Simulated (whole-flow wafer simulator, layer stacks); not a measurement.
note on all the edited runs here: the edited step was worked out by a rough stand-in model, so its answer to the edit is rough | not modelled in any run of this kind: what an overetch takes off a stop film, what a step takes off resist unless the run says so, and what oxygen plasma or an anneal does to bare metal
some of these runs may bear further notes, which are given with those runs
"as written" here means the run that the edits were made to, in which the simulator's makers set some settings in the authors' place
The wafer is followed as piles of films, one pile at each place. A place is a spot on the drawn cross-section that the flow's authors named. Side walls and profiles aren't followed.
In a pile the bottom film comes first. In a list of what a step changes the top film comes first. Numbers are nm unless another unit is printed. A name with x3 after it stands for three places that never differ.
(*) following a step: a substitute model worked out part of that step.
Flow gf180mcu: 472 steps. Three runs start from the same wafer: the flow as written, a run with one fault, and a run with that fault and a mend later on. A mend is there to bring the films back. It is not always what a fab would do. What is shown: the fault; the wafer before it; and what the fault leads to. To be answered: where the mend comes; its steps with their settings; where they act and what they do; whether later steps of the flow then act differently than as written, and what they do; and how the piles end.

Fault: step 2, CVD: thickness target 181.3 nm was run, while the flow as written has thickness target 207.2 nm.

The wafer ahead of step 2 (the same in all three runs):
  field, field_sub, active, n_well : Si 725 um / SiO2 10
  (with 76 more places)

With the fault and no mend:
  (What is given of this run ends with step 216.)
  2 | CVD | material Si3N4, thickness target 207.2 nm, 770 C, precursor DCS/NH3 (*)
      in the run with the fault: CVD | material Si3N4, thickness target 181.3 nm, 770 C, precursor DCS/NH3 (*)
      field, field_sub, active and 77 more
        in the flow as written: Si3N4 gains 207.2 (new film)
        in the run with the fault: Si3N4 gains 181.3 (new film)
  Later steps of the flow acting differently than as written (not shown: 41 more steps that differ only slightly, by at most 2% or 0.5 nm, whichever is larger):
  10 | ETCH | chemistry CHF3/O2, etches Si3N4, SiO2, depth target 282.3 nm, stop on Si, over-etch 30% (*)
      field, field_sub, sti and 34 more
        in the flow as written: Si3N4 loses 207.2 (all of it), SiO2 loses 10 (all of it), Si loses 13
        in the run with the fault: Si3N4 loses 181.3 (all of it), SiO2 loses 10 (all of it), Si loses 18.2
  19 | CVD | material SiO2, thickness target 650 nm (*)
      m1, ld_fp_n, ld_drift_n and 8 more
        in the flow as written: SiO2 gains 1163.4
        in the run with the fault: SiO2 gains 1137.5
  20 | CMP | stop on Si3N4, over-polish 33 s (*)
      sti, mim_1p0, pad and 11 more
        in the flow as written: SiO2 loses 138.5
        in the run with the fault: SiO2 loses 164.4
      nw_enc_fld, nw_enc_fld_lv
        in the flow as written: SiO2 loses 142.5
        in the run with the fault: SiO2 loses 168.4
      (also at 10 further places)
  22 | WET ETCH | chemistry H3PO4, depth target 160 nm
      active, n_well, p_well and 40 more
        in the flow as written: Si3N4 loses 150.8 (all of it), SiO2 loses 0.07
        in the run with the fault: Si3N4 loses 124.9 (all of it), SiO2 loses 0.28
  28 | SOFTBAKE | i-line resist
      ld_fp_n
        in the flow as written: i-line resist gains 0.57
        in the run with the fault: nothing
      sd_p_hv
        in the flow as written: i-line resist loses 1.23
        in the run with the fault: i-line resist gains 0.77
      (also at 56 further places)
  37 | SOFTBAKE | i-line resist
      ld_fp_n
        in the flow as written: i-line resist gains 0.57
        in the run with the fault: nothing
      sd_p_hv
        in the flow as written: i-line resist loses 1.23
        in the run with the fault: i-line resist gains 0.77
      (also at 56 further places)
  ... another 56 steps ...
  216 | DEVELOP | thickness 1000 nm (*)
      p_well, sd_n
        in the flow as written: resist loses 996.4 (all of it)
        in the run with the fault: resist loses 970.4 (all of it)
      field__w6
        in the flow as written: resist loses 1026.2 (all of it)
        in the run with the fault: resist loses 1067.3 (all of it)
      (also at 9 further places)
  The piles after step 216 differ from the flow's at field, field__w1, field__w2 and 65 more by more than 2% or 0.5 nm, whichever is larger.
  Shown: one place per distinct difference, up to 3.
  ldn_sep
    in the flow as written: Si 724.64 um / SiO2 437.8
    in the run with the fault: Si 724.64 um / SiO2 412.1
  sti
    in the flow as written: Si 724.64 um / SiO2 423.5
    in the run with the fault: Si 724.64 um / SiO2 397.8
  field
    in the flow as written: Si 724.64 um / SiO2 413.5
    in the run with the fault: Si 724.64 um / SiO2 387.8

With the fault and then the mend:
  The mend follows step 9.
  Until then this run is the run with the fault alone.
  9a | STRIP | chemistry O2/N2, power 2160 W, pressure 1700 mTorr (*)
      active, n_well, p_well and 40 more
        KrF resist loses 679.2 (all of it)
  9b | CVD | material Si3N4, thickness target 25.9 nm, 770 C, precursor DCS/NH3 (*) (a further turn of the flow's step 2, with different settings)
      field, field_sub, active and 77 more
        Si3N4 gains 25.9
  9c | HMDS | 120 C, 60 s (a further turn of the flow's step 4)
      leaves every film unchanged at each place that is followed
  9d | COAT | KrF resist, thickness 700 nm (a further turn of the flow's step 5)
      field, field_sub, active and 77 more
        KrF resist gains 700 (new film)
  9e | SOFTBAKE | KrF resist (a further turn of the flow's step 6)
      leaves every film unchanged at each place that is followed
  9f | EXPOSE | photomask COMP (a further turn of the flow's step 7)
      leaves every film unchanged at each place that is followed
  9g | PEB | KrF resist, 135 C, 90 s (a further turn of the flow's step 8)
      field, field_sub, active and 77 more
        KrF resist loses 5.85
  9h | DEVELOP | thickness 700 nm, 60 s (a further turn of the flow's step 9)
      active, n_well, p_well and 40 more
        KrF resist loses 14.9
      field, field_sub, sti and 34 more
        KrF resist loses 694.2 (all of it)
  None of the later steps of the flow differs from how it acts as written, at any place that is followed, by more than 2% or 0.5 nm, whichever is larger.
  The piles end the same as the flow's at every place that both follow.
